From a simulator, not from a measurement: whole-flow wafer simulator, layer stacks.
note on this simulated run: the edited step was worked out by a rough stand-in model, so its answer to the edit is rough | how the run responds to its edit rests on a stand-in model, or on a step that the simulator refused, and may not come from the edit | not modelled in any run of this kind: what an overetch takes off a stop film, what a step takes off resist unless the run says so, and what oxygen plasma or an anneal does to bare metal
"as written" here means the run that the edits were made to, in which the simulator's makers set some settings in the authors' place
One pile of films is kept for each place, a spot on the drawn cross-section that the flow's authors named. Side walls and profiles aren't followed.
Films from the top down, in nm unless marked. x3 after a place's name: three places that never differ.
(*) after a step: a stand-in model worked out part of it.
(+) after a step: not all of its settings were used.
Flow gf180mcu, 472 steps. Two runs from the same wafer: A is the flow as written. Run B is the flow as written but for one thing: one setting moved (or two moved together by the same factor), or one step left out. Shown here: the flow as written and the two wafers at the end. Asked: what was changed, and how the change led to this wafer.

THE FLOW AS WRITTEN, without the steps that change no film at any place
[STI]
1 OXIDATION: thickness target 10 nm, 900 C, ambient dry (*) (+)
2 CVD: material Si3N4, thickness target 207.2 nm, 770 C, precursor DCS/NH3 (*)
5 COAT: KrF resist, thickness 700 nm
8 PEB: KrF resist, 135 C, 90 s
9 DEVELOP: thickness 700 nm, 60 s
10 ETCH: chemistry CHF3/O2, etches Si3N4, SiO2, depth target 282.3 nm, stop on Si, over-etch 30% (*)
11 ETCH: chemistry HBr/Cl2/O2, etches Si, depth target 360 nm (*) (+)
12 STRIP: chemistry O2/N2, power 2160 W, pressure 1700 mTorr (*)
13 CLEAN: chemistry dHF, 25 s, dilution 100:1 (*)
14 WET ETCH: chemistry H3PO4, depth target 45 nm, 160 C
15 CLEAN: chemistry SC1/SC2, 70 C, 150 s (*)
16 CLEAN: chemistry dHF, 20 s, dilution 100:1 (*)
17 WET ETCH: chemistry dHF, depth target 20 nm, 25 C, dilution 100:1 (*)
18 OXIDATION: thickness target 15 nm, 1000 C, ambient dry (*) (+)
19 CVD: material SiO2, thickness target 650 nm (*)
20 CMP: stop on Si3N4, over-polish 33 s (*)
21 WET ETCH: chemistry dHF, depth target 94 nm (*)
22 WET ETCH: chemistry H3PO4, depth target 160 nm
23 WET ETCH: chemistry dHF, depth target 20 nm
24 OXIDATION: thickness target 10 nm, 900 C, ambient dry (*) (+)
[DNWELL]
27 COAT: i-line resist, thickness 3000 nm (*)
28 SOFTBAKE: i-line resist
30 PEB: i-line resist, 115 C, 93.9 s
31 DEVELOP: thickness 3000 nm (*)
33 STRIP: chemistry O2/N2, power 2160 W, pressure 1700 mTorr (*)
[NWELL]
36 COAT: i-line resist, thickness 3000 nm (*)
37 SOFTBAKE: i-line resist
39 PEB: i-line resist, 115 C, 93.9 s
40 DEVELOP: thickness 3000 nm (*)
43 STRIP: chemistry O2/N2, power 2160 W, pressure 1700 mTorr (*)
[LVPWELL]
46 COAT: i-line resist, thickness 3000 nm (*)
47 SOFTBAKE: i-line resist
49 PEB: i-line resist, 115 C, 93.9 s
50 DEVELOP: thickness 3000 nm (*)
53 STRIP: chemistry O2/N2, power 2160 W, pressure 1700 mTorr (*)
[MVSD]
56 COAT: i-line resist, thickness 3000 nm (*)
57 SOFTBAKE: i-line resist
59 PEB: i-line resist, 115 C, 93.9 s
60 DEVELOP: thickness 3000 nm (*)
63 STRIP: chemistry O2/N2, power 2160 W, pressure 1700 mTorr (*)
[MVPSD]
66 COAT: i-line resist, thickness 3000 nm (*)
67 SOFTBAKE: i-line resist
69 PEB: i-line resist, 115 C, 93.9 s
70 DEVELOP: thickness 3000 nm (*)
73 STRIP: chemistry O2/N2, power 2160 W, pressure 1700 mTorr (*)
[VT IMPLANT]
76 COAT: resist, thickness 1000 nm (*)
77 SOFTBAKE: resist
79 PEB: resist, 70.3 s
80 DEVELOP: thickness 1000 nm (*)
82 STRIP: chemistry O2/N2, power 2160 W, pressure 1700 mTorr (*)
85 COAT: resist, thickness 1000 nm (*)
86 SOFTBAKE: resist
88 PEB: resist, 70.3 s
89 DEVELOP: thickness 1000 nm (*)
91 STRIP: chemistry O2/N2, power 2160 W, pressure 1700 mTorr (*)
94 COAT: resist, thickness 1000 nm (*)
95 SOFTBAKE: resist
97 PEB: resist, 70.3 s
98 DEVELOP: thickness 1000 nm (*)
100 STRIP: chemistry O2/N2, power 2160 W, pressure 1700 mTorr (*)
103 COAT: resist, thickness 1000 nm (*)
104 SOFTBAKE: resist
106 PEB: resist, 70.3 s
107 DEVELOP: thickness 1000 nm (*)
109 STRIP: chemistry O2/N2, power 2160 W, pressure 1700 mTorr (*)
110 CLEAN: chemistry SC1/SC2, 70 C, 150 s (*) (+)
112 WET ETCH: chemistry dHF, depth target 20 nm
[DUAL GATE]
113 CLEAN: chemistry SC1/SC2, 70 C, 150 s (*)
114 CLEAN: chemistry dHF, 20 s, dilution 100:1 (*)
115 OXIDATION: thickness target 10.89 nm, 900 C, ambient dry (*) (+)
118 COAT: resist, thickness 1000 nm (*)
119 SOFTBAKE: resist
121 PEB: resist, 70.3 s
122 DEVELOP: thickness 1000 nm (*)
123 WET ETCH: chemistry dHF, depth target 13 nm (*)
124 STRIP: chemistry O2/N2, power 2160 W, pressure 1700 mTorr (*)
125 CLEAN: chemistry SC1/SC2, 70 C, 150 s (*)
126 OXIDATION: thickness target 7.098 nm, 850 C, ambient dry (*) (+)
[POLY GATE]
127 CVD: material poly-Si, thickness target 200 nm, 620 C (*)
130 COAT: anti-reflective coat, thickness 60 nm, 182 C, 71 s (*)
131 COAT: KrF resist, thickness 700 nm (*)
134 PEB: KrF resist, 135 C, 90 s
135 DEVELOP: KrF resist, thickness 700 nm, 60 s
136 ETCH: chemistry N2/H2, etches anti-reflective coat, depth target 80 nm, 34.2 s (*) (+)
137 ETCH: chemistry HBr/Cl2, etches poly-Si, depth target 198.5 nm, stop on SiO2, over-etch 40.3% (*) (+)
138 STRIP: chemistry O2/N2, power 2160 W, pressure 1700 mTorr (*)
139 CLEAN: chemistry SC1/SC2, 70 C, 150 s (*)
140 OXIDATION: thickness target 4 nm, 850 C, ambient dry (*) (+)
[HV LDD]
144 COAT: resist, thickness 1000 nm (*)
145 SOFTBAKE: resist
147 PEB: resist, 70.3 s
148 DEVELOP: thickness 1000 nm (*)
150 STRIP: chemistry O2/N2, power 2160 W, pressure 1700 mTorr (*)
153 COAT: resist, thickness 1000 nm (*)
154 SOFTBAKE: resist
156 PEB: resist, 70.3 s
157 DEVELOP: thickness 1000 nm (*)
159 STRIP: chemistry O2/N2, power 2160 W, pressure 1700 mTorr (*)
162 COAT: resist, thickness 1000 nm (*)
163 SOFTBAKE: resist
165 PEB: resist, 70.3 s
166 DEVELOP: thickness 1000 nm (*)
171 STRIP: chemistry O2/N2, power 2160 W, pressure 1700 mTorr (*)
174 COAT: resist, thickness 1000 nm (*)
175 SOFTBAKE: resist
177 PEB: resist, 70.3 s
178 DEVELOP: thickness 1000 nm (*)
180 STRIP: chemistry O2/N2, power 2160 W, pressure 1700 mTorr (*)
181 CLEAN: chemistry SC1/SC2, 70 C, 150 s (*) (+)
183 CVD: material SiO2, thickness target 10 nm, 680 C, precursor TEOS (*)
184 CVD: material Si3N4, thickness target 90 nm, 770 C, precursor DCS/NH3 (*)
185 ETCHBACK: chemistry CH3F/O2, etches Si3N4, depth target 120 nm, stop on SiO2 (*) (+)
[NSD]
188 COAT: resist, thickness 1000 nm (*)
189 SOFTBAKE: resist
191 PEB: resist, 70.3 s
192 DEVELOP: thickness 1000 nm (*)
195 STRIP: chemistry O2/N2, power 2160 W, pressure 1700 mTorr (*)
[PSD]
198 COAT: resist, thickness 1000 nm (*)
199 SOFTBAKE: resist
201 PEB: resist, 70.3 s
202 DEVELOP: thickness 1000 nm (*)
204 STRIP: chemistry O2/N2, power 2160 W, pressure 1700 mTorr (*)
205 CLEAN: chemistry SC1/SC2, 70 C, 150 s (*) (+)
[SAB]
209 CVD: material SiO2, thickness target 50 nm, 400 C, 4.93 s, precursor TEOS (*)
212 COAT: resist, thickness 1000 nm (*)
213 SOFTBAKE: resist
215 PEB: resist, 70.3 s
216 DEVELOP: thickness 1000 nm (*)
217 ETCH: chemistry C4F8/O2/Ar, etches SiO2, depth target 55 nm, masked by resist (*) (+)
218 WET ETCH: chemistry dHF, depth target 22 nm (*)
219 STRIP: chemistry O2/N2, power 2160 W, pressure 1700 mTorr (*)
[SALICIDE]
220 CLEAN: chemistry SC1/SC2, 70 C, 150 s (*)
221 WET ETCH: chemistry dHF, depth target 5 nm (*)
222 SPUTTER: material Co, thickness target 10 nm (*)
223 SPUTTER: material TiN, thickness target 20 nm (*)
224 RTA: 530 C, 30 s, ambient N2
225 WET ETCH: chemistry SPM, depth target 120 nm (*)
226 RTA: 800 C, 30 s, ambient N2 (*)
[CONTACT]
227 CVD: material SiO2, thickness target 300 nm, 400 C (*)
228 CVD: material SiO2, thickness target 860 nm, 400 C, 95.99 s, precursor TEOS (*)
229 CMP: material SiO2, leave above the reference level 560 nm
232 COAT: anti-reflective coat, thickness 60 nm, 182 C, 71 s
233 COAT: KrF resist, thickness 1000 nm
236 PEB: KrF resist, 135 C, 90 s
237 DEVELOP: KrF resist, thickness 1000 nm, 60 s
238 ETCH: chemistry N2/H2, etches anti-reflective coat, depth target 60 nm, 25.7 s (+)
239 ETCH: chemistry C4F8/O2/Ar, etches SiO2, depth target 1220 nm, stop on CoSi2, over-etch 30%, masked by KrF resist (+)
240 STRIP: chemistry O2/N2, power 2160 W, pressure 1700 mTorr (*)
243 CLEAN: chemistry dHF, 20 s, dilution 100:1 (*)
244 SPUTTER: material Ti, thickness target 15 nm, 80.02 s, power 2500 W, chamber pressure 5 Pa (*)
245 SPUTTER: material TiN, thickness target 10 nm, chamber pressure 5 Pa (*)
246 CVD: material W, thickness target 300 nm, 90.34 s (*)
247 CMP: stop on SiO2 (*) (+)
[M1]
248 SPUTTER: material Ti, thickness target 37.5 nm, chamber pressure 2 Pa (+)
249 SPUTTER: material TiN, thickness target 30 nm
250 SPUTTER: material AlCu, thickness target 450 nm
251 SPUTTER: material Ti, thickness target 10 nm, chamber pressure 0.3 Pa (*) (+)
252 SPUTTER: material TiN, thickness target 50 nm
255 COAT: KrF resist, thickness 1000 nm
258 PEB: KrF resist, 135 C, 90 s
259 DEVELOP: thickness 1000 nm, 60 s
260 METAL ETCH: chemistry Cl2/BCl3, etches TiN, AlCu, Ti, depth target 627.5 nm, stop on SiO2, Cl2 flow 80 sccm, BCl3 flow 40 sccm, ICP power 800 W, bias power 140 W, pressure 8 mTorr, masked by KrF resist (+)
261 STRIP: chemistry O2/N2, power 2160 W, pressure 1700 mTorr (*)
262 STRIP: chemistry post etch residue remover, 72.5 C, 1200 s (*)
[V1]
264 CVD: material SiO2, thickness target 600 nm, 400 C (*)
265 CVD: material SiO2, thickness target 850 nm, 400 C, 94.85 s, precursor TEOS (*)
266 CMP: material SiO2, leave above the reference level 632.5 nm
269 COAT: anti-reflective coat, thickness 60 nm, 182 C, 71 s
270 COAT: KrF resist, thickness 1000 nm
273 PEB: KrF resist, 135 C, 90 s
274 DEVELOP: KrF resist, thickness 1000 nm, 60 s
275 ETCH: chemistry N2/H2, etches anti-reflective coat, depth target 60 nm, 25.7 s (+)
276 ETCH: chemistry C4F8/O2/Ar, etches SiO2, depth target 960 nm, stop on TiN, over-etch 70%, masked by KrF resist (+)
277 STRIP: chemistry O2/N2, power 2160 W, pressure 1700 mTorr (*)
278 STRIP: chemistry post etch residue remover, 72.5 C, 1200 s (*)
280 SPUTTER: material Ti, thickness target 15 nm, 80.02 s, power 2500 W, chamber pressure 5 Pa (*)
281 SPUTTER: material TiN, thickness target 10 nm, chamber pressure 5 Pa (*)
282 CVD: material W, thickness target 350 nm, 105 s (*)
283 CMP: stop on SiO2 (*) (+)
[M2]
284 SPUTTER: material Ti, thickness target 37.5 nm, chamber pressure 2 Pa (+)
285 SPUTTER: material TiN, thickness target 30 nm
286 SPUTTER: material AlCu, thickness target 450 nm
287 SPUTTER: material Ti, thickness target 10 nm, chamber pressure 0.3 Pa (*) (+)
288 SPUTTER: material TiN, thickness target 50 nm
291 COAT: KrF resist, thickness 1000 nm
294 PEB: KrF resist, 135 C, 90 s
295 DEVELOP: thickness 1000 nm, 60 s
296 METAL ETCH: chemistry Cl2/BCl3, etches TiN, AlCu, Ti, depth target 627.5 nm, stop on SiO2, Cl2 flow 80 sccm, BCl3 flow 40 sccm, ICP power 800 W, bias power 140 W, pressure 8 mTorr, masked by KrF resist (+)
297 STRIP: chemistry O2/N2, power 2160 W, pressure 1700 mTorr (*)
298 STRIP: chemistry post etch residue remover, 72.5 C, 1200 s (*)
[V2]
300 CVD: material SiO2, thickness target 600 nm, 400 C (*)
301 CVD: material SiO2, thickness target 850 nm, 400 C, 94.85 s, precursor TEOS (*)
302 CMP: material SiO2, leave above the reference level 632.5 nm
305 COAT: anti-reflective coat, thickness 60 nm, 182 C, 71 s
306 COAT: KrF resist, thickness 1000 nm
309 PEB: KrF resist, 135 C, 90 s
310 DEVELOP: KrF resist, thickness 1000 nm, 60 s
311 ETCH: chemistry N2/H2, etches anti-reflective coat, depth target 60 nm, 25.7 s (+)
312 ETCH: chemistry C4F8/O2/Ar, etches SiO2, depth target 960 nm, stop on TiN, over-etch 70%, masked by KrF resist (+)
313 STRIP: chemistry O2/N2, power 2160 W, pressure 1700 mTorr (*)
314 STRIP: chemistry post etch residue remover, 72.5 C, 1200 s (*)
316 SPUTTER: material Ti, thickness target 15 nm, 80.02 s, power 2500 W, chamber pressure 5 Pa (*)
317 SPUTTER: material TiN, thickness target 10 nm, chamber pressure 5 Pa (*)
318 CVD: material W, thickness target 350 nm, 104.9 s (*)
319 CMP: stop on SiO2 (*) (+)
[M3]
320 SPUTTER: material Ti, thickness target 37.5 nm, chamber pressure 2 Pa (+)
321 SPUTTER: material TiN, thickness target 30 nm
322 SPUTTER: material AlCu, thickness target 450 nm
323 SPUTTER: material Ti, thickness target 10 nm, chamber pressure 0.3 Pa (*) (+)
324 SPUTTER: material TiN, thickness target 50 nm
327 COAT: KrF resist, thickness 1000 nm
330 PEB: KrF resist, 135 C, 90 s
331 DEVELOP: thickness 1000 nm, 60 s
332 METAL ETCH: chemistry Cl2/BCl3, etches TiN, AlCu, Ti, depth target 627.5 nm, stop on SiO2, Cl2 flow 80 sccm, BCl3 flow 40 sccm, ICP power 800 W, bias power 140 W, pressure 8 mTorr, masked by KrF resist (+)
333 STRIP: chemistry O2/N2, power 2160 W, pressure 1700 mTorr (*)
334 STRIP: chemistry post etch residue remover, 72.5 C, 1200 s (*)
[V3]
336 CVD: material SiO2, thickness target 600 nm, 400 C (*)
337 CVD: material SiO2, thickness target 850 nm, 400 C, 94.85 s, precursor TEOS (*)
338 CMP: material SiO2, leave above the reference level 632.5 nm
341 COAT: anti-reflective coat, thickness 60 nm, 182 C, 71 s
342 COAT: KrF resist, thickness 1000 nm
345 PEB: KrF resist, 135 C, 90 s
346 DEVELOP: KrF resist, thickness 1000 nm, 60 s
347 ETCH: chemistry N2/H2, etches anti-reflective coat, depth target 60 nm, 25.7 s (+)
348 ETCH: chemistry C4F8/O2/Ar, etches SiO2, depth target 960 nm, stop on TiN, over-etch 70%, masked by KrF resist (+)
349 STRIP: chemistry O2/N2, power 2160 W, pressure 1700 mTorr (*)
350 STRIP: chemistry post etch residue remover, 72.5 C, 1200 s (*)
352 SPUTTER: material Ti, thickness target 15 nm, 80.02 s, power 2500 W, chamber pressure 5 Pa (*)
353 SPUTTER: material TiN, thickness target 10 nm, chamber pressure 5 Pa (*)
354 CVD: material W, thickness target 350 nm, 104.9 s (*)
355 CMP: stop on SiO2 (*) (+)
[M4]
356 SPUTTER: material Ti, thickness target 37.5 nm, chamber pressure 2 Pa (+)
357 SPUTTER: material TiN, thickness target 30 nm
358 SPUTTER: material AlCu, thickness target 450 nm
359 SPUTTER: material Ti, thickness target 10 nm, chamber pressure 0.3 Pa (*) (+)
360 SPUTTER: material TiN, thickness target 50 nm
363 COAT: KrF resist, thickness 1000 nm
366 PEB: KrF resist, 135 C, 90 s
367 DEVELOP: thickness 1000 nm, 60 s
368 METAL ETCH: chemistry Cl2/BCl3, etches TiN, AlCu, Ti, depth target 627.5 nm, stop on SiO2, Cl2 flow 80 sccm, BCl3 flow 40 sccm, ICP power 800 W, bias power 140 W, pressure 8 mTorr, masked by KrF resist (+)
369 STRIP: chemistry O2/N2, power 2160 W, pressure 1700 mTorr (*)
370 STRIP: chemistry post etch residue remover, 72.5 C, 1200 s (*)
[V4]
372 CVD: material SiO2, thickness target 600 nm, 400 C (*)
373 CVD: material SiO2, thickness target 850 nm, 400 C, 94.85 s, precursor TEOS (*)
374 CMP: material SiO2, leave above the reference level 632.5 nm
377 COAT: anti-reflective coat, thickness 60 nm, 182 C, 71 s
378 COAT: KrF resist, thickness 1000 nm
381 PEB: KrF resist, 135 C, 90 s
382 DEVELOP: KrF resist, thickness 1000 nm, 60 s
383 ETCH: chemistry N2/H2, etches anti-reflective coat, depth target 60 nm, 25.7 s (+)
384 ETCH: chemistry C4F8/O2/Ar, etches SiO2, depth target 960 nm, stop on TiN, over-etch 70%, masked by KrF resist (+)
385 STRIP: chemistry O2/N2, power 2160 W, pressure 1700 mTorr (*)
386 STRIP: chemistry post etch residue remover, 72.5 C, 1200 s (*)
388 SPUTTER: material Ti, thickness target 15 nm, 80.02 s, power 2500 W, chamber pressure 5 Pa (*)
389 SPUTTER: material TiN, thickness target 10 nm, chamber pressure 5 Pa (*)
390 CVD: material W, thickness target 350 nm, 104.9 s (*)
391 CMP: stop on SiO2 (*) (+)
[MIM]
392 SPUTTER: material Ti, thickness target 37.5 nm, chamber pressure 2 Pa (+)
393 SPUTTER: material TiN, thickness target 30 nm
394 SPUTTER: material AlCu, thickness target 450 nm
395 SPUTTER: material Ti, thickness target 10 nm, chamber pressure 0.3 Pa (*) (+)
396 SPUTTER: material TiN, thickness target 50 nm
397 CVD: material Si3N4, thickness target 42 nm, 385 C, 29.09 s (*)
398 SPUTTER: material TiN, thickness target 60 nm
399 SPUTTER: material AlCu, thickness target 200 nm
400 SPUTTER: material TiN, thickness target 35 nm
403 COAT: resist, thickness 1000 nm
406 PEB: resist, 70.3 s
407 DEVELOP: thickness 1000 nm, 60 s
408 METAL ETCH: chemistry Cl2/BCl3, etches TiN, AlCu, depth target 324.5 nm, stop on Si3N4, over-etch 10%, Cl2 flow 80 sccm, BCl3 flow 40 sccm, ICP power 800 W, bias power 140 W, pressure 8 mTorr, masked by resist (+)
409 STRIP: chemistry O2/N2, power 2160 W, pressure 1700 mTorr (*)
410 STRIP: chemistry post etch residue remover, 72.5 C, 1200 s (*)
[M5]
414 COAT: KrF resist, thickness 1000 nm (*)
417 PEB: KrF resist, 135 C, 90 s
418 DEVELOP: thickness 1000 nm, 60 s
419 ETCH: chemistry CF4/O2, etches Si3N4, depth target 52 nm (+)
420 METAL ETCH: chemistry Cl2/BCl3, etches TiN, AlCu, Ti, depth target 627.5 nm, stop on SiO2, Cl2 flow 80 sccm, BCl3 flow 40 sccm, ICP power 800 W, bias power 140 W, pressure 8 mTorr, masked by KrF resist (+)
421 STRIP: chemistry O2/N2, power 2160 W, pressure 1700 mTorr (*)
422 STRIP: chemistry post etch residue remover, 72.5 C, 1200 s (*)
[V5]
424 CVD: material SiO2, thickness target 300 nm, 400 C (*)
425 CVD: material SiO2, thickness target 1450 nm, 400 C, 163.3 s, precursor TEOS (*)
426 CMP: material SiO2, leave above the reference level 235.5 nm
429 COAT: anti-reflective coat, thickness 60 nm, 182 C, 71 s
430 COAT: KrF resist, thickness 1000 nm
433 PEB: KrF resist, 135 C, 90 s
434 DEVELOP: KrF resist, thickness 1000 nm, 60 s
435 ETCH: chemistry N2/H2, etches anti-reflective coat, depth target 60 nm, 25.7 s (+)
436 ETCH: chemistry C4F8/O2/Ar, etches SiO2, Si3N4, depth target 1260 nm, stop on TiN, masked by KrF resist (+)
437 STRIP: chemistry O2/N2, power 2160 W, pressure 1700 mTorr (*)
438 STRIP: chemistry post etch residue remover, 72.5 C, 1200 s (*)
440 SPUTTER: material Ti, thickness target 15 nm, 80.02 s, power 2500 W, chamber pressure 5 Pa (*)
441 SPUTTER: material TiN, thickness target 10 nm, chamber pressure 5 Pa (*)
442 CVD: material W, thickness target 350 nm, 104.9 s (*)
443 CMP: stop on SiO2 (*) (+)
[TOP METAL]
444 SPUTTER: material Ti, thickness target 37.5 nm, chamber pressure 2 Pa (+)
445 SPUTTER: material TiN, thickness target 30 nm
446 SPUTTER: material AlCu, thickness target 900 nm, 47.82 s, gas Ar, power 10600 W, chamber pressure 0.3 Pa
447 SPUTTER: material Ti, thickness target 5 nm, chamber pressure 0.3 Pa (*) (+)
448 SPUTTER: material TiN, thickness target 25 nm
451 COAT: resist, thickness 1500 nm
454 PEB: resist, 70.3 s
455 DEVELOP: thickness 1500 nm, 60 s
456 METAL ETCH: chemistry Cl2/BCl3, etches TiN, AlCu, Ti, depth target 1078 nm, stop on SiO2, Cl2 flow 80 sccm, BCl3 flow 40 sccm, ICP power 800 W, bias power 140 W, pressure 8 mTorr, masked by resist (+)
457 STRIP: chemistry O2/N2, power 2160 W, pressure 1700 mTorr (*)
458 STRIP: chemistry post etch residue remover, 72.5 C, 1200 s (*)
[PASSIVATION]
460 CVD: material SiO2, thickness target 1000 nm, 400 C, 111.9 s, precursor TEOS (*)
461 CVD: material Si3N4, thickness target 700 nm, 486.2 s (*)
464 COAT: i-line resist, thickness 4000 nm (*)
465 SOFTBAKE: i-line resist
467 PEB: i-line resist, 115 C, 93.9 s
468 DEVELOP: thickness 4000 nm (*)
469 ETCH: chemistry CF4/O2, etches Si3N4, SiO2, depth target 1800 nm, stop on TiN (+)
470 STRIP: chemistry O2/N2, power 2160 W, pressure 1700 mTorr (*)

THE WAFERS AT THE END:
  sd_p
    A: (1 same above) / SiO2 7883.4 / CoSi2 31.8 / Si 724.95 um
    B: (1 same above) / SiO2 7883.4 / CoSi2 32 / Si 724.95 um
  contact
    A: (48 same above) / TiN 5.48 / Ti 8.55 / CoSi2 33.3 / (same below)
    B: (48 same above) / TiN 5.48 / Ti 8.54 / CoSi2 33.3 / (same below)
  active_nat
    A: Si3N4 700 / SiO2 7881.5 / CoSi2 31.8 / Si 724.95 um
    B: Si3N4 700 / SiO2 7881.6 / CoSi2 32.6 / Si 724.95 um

The cause: step 185, ETCHBACK: depth target 165 nm was run, where the flow has depth target 120 nm.

How the change led to this, step by step:
  185 ETCHBACK: chemistry CH3F/O2, etches Si3N4, depth target 120 nm, stop on SiO2 (*) (+)
      field, field__w1, field__w2 and 100 more: A Si3N4 -90 (all of it), SiO2 -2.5 | B Si3N4 -90 (all of it), SiO2 -6.25
  189 SOFTBAKE: resist
      nw_enc_fld: A resist +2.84 | B resist +1.01
      nw_sep_fld: A resist +3.59 | B resist +0.41
  199 SOFTBAKE: resist
      nw_enc_fld: A resist +4.22 | B resist +1.99
      nw_sep_fld: A resist +3.59 | B resist +0.41
  218 WET ETCH: chemistry dHF, depth target 22 nm (*)
      gate, gate_hv, gate_p and 23 more: A SiO2 -5.48 (all of it) | B SiO2 -1.73 (all of it)
      active, p_well, sd_n, iso_ptap_pw, iso_ntap_nw, iso_ptap_sub, vpnp_e: A SiO2 -9.01 (all of it) | B SiO2 -5.26 (all of it)
      (and at 16 more places)
  222 SPUTTER: material Co, thickness target 10 nm (*)
      field__w2: A Co +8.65 (new film) | B Co +9.2 (new film)
      field__w3: A Co +8.06 (new film) | B Co +8.7 (new film)
      (and at 1 more place)
  223 SPUTTER: material TiN, thickness target 20 nm (*)
      field__w2: A TiN +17 (new film) | B TiN +18.1 (new film)
      field__w3: A TiN +15.7 (new film) | B TiN +17.1 (new film)
      (and at 4 more places)
  224 RTA: 530 C, 30 s, ambient N2
      ld_sd_n: A under 1 film: CoSi +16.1 (new film), Co -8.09 (all of it), Si -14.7 | B under 1 film: CoSi +16.9 (new film), Co -8.51 (all of it), Si -15.4
      ld_drn_n: A under 1 film: CoSi +17.9 (new film), Co -9.02 (all of it), Si -16.4 | B under 1 film: CoSi +18.5 (new film), Co -9.32 (all of it), Si -16.9
      (and at 1 more place)
  225 WET ETCH: chemistry SPM, depth target 120 nm (*)
      field__w2: A TiN -17 (all of it), Co -8.65 (all of it) | B TiN -18.1 (all of it), Co -9.2 (all of it)
      field__w3: A TiN -15.7 (all of it), Co -8.06 (all of it) | B TiN -17.1 (all of it), Co -8.7 (all of it)
      (and at 4 more places)
  226 RTA: 800 C, 30 s, ambient N2 (*)
      active_nat: A CoSi2 +31.8 (new film), CoSi -18.1 (all of it), Si -16.5 | B CoSi2 +32.6 (new film), CoSi -18.5 (all of it), Si -16.9
      ld_sd_n: A CoSi2 +28.3 (new film), CoSi -16.1 (all of it), Si -14.7 | B CoSi2 +29.8 (new film), CoSi -16.9 (all of it), Si -15.4
      (and at 3 more places)
  229 CMP: material SiO2, leave above the reference level 560 nm
      mim: A SiO2 -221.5 | B SiO2 -216.7
